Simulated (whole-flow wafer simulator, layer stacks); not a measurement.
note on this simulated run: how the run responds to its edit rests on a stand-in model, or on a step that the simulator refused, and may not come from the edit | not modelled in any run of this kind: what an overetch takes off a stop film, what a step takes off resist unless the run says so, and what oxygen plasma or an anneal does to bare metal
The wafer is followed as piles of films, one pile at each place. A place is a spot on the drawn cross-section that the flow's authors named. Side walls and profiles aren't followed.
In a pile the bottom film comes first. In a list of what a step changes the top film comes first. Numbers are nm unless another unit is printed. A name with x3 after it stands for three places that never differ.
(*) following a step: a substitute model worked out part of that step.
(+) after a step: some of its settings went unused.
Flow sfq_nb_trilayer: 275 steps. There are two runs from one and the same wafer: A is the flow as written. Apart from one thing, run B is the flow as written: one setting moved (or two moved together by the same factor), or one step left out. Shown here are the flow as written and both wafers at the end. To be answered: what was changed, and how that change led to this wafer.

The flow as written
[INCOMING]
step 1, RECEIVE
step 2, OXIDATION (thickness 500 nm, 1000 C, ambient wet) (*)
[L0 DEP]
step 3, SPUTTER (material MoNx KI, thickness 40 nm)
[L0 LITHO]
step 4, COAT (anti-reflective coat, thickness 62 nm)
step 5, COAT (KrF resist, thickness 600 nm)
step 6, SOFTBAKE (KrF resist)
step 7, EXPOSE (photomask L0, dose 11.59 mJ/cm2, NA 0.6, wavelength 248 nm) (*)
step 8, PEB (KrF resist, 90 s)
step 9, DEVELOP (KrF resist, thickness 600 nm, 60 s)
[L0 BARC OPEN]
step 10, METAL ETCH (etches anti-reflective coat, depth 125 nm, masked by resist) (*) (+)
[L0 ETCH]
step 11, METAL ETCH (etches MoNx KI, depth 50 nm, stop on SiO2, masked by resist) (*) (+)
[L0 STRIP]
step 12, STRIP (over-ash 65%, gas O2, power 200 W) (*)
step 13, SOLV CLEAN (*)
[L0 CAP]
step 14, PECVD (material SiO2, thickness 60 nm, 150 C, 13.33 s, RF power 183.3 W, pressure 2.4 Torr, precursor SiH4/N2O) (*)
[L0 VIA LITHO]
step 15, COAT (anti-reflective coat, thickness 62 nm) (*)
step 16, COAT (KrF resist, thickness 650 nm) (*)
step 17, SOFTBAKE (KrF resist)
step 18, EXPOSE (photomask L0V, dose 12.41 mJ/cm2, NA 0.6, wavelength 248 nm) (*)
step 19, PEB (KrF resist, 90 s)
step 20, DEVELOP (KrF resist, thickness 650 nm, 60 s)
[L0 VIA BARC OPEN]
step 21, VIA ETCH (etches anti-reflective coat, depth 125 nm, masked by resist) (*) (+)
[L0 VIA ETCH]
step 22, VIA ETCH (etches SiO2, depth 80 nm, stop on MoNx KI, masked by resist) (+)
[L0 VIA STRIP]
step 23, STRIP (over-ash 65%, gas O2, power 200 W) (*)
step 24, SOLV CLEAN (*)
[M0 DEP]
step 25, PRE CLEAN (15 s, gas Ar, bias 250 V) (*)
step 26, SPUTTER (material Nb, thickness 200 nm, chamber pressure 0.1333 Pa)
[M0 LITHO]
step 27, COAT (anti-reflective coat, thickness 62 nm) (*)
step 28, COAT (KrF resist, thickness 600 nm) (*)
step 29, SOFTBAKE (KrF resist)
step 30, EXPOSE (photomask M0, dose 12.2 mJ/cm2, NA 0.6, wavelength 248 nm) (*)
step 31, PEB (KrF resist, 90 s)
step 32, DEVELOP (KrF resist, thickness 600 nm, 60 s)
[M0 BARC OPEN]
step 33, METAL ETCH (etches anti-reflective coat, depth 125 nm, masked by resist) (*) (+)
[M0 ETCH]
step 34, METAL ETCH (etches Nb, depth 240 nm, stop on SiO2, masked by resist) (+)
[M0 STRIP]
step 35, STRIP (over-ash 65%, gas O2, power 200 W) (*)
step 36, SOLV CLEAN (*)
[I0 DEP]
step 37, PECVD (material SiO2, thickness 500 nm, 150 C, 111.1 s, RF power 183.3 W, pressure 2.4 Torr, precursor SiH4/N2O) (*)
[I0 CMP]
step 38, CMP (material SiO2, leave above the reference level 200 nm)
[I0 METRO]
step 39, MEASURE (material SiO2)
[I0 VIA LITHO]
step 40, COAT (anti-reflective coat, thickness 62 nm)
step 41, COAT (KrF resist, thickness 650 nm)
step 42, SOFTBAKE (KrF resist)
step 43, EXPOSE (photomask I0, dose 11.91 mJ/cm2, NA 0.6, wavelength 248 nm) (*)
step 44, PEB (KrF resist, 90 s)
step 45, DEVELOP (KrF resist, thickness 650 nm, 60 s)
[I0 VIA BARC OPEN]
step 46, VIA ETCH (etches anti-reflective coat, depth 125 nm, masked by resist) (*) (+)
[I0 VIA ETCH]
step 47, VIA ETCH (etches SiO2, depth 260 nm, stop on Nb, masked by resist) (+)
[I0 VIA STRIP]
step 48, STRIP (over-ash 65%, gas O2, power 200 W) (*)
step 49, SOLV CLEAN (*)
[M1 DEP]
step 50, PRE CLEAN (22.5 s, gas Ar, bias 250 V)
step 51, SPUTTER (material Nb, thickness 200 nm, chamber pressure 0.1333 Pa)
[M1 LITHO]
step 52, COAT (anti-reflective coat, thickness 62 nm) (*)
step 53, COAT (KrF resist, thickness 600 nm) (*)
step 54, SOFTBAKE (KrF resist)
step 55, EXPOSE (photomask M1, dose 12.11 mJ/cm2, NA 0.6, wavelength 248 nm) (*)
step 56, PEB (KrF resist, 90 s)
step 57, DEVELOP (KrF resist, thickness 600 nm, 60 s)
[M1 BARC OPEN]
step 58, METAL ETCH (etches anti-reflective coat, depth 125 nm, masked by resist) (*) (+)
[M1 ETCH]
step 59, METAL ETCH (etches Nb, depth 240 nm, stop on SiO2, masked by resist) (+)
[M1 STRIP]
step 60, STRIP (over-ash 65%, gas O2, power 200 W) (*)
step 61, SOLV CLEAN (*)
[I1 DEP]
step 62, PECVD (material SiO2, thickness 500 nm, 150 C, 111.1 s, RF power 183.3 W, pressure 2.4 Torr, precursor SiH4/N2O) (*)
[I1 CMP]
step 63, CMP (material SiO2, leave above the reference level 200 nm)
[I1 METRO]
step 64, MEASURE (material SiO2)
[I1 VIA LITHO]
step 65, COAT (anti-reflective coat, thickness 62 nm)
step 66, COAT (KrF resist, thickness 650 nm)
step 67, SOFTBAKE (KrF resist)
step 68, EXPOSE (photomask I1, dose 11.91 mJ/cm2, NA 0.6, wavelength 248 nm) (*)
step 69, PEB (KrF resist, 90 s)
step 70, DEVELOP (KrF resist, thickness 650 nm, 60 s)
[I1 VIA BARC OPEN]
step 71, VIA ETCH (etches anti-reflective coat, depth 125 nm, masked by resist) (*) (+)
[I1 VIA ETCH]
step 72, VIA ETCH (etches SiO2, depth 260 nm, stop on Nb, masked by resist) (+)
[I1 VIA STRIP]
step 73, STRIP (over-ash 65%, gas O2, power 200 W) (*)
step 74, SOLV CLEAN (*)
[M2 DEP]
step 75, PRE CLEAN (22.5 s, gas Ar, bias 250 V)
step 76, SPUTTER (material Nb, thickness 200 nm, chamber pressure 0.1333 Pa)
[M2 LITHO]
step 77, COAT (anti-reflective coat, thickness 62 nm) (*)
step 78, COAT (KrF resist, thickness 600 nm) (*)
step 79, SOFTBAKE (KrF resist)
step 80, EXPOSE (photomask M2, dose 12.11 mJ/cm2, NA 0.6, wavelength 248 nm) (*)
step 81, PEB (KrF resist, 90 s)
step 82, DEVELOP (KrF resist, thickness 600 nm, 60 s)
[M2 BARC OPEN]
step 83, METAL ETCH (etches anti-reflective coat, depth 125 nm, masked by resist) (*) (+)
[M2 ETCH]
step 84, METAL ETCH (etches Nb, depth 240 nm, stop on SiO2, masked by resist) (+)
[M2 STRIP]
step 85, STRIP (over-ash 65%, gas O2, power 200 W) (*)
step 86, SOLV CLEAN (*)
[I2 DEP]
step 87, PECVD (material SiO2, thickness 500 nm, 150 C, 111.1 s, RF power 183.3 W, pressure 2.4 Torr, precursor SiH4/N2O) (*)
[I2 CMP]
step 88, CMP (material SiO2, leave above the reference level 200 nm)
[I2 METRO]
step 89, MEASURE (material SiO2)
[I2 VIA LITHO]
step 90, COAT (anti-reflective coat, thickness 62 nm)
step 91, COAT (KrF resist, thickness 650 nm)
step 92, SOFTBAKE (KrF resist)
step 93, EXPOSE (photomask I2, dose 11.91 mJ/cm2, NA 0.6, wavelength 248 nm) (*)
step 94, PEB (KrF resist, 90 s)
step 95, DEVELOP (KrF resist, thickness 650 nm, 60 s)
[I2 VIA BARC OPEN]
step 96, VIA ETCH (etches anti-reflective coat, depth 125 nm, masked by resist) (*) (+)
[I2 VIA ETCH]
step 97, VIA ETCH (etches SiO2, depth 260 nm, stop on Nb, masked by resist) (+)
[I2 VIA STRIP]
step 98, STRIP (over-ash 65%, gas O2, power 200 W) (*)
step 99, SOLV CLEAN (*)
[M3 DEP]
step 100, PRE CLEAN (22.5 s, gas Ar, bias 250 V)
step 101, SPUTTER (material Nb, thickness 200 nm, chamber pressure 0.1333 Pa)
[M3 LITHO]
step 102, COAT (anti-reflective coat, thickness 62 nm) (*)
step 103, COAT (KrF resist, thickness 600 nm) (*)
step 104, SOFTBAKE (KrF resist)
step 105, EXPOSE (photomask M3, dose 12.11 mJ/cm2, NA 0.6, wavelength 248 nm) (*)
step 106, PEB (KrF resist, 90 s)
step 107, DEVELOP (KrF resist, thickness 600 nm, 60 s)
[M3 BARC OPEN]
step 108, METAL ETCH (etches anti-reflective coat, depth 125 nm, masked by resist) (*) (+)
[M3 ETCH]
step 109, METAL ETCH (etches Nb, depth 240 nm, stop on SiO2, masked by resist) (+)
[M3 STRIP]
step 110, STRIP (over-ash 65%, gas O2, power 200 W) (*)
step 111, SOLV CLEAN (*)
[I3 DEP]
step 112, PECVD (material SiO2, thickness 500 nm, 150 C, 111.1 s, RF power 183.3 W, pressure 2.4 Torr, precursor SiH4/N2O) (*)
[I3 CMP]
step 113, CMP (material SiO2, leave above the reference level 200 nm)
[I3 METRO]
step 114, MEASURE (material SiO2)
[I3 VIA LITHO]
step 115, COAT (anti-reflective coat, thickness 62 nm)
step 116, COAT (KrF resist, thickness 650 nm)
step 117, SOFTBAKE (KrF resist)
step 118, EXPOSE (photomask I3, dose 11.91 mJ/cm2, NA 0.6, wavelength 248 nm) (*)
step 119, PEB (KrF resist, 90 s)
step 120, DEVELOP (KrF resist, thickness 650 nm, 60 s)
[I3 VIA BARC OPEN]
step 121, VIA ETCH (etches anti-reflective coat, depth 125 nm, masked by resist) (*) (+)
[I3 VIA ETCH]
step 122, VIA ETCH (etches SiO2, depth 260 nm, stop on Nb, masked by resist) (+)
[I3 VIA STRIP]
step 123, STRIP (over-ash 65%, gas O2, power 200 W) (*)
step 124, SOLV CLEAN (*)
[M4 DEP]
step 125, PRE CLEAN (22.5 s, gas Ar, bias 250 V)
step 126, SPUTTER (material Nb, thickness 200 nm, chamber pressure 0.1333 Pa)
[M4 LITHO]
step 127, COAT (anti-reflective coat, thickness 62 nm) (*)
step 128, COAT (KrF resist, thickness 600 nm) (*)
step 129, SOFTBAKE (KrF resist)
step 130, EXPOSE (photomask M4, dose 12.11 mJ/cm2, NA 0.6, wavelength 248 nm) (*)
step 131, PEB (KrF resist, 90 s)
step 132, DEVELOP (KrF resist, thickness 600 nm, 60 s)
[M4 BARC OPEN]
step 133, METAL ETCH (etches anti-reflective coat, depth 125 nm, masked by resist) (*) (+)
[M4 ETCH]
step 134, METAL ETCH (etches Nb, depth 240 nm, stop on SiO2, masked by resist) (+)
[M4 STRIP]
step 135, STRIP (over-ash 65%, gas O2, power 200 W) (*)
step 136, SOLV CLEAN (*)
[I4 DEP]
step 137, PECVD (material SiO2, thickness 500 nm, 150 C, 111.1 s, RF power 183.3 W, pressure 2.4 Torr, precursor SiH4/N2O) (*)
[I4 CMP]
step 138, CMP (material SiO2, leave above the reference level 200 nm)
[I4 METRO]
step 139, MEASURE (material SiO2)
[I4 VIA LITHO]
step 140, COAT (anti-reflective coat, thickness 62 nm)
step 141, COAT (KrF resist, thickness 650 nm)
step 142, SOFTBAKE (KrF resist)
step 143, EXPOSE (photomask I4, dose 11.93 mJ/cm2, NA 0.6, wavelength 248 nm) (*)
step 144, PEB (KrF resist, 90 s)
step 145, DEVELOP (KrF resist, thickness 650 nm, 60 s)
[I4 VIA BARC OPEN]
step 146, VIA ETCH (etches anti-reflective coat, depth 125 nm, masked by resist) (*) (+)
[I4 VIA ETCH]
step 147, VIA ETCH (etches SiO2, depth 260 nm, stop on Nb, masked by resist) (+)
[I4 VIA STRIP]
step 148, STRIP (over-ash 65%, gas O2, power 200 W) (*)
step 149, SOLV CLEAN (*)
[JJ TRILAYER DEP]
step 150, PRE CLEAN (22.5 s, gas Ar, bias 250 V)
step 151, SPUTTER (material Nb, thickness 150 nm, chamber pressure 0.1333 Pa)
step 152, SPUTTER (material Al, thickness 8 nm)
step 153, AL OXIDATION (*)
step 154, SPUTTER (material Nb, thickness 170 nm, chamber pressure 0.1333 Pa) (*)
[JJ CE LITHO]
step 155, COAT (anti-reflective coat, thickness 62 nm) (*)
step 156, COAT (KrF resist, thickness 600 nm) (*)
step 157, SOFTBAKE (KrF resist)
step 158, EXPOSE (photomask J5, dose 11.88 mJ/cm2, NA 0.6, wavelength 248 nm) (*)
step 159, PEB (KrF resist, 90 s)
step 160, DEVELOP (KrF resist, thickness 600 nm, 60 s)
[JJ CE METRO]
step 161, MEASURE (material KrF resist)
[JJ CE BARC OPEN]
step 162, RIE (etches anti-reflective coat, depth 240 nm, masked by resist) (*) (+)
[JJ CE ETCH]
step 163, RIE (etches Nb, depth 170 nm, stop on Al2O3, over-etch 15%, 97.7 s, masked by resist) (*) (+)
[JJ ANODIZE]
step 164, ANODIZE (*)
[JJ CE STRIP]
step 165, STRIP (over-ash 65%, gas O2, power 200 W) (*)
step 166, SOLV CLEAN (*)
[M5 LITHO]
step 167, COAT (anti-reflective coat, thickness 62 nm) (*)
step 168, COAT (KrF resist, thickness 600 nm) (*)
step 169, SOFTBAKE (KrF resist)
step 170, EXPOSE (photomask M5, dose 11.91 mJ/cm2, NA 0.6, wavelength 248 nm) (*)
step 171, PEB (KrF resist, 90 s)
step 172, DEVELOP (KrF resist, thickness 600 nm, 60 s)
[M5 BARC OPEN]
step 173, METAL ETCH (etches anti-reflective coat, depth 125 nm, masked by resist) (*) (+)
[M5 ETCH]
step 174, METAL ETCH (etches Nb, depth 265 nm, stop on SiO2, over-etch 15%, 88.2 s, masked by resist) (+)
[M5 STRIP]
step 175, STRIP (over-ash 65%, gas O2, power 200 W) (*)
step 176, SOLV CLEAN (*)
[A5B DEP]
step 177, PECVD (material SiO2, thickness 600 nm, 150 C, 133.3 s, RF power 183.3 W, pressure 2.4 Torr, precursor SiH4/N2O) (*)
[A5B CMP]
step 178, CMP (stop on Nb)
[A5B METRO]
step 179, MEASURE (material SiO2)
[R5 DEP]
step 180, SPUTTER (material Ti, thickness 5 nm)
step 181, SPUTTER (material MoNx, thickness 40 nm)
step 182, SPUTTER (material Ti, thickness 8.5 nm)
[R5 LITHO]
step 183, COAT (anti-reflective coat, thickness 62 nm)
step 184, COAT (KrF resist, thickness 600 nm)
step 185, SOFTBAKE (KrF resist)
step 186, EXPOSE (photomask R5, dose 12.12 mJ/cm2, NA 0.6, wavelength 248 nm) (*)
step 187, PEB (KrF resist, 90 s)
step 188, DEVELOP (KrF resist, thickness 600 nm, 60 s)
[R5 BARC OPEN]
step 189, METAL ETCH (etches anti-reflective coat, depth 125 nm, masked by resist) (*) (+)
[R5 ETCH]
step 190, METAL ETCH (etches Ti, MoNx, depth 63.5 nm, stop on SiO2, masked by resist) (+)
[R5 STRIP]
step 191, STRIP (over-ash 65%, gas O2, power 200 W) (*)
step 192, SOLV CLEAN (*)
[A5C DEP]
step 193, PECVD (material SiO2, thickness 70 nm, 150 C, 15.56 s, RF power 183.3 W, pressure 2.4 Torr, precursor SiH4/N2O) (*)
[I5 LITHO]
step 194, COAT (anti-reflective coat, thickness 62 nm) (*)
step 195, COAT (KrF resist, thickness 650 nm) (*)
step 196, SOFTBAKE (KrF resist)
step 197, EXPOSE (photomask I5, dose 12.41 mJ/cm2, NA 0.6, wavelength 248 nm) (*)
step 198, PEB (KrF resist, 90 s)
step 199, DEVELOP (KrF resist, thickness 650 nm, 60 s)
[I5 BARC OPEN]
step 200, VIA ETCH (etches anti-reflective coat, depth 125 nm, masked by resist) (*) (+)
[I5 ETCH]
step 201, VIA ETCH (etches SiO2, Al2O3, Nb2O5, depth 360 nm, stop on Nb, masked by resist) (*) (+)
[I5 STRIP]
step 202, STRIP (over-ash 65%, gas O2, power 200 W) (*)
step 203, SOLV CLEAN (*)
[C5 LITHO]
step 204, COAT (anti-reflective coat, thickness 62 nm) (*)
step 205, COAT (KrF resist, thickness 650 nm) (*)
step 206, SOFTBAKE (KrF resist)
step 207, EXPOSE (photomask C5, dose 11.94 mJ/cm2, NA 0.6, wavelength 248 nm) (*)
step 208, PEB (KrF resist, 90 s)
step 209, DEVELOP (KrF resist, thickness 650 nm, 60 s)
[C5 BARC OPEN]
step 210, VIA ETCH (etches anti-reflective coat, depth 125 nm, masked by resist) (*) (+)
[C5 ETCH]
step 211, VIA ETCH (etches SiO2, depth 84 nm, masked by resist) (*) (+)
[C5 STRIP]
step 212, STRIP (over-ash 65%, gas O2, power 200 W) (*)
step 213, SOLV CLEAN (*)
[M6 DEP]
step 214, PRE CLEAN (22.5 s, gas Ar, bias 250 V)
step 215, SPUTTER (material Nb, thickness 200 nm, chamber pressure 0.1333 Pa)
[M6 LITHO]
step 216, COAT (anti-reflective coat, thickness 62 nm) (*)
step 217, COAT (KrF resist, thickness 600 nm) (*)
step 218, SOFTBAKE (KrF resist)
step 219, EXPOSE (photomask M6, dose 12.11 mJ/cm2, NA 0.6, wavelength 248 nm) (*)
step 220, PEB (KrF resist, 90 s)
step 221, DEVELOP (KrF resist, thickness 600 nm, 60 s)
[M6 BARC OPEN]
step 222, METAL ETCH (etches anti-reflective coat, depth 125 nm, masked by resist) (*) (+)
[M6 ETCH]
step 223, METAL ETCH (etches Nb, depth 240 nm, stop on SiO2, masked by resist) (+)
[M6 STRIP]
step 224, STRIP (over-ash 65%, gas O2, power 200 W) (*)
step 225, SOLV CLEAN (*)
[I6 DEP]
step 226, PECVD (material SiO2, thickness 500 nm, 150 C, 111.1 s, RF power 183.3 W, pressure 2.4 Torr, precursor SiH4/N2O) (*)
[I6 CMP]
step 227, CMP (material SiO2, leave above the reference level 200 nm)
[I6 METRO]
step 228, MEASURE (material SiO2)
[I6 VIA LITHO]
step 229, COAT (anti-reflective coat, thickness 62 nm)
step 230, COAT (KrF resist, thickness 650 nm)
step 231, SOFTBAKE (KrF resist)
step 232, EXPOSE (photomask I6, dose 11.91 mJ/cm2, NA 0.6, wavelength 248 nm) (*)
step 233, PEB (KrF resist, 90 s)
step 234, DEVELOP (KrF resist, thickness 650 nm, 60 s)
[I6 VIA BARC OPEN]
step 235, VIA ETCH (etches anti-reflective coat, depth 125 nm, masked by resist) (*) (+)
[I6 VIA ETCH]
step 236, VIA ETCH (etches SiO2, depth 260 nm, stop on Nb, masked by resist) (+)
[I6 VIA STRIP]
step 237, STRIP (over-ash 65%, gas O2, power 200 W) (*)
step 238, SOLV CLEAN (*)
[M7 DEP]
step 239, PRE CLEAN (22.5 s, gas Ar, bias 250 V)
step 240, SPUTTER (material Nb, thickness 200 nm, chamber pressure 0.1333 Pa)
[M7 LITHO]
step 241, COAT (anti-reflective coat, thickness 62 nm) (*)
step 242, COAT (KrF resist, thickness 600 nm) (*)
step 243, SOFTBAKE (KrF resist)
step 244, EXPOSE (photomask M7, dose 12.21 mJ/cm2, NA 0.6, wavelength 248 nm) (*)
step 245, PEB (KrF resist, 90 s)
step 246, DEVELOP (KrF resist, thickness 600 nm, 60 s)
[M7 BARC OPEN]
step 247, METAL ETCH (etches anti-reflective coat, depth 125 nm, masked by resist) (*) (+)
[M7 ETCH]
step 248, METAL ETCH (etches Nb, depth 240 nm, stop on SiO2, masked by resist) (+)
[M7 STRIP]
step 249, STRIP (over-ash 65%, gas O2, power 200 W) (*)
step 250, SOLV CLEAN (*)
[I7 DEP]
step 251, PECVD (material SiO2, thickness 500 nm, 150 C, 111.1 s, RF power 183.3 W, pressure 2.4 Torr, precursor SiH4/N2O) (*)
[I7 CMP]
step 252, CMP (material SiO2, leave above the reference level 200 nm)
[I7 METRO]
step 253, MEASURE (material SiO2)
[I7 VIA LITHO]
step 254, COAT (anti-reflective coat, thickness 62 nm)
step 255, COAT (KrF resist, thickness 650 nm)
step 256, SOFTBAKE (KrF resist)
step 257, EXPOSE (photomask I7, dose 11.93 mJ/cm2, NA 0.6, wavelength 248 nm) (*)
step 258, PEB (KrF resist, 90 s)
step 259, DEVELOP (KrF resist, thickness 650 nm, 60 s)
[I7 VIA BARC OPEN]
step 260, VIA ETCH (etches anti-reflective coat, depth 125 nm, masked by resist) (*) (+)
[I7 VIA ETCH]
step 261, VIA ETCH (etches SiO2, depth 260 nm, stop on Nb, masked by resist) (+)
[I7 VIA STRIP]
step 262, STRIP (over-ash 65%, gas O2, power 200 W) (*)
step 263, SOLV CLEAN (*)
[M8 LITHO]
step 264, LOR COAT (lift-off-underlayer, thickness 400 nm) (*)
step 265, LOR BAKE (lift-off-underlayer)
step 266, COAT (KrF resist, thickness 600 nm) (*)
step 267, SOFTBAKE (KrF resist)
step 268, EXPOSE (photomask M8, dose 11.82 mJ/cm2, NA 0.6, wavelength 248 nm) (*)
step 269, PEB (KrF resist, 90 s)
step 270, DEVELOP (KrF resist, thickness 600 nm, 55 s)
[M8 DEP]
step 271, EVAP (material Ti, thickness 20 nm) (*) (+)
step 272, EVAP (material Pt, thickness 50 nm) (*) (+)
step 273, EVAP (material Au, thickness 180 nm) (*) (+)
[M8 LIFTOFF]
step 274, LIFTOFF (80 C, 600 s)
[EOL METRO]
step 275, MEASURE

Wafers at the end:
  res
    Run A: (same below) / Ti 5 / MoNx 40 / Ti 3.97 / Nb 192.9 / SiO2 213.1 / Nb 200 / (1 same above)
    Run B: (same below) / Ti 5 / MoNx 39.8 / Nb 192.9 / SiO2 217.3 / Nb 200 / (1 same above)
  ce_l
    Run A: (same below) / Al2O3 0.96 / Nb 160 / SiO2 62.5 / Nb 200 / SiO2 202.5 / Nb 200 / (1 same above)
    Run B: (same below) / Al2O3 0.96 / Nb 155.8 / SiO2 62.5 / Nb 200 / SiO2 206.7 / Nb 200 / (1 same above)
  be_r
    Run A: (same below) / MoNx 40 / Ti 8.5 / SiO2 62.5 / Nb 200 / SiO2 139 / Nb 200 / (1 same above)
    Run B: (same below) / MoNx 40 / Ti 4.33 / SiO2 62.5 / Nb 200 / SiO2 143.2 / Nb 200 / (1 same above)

Cause: step 182, SPUTTER: thickness 4.33 nm was run, whereas the flow has thickness 8.5 nm.
The wafer itself shows it: be_r has Ti 4.33, and step 182 as written asks for 8.5 nm.

Step by step, how the change led to this:
  step 182, SPUTTER (material Ti, thickness 8.5 nm)
      field_l, v_sur, via_wl and 103 more: A +8.5 Ti (new film) | B +4.33 Ti (new film)
  step 190, METAL ETCH (etches Ti, MoNx, depth 63.5 nm, stop on SiO2, masked by resist) (+)
      field_l, v_sur, via_wl and 92 more: A -8.5 Ti (all of it), -40 MoNx (all of it), -5 Ti (all of it) | B -4.33 Ti (all of it), -40 MoNx (all of it), -5 Ti (all of it)
      ce_l, c5j, ce_r, wl_jj: A -8.5 Ti (all of it), -40 MoNx (all of it), -5 Ti (all of it), -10 Nb | B -4.33 Ti (all of it), -40 MoNx (all of it), -5 Ti (all of it), -14.2 Nb
  step 194, COAT (anti-reflective coat, thickness 62 nm) (*)
      r5r_spacepad_l, r5r_spacepad_r: A +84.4 anti-reflective coat (new film) | B +82.6 anti-reflective coat (new film)
      ce_l: A +67.2 anti-reflective coat (new film) | B +69 anti-reflective coat (new film)
      (also at 2 further places)
  step 202, STRIP (over-ash 65%, gas O2, power 200 W) (*)
      r5r_spacepad_l, r5r_spacepad_r: A -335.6 KrF resist (all of it), -84.4 anti-reflective coat (all of it) | B -335.5 KrF resist (all of it), -82.6 anti-reflective coat (all of it)
      ce_l: A -341.5 KrF resist (all of it), -67.2 anti-reflective coat (all of it) | B -342.6 KrF resist (all of it), -69 anti-reflective coat (all of it)
      (also at 2 further places)
  step 204, COAT (anti-reflective coat, thickness 62 nm) (*)
      r5r_spacepad_l, r5r_spacepad_r: A +84.4 anti-reflective coat (new film) | B +82.6 anti-reflective coat (new film)
      ce_l: A +66 anti-reflective coat (new film) | B +67.9 anti-reflective coat (new film)
      (also at 2 further places)
  step 212, STRIP (over-ash 65%, gas O2, power 200 W) (*)
      r5r_spacepad_l, r5r_spacepad_r: A -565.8 KrF resist (all of it), -84.4 anti-reflective coat (all of it) | B -565.3 KrF resist (all of it), -82.6 anti-reflective coat (all of it)
      ce_l: A -567.4 KrF resist (all of it), -66 anti-reflective coat (all of it) | B -568.2 KrF resist (all of it), -67.9 anti-reflective coat (all of it)
      (also at 2 further places)
  step 214, PRE CLEAN (22.5 s, gas Ar, bias 250 V)
      res: A -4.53 Ti | B -4.33 Ti (all of it), -0.19 MoNx
  step 216, COAT (anti-reflective coat, thickness 62 nm) (*)
      r5r_spacepad_l, r5r_spacepad_r: A +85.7 anti-reflective coat (new film) | B +83.7 anti-reflective coat (new film)
      ce_l: A +48 anti-reflective coat (new film) | B +49.3 anti-reflective coat (new film)
      (also at 2 further places)
  step 222, METAL ETCH (etches anti-reflective coat, depth 125 nm, masked by resist) (*) (+)
      r5r_spacepad_l, r5r_spacepad_r: A -85.7 anti-reflective coat (all of it) | B -83.7 anti-reflective coat (all of it)
  step 224, STRIP (over-ash 65%, gas O2, power 200 W) (*)
      ce_l: A -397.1 KrF resist (all of it), -48 anti-reflective coat (all of it) | B -398.7 KrF resist (all of it), -49.3 anti-reflective coat (all of it)
      ce_r: A -403.5 KrF resist (all of it), -48.8 anti-reflective coat (all of it) | B -404.7 KrF resist (all of it), -50 anti-reflective coat (all of it)
      (also at 1 further place)
  step 227, CMP (material SiO2, leave above the reference level 200 nm)
      r5r_line_l, r5r_line_c, r5r_line_r: A -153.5 SiO2 | B -149.3 SiO2
      r5r_spacepad_l, r5r_spacepad_r: A -153.5 SiO2 | B -146.8 SiO2
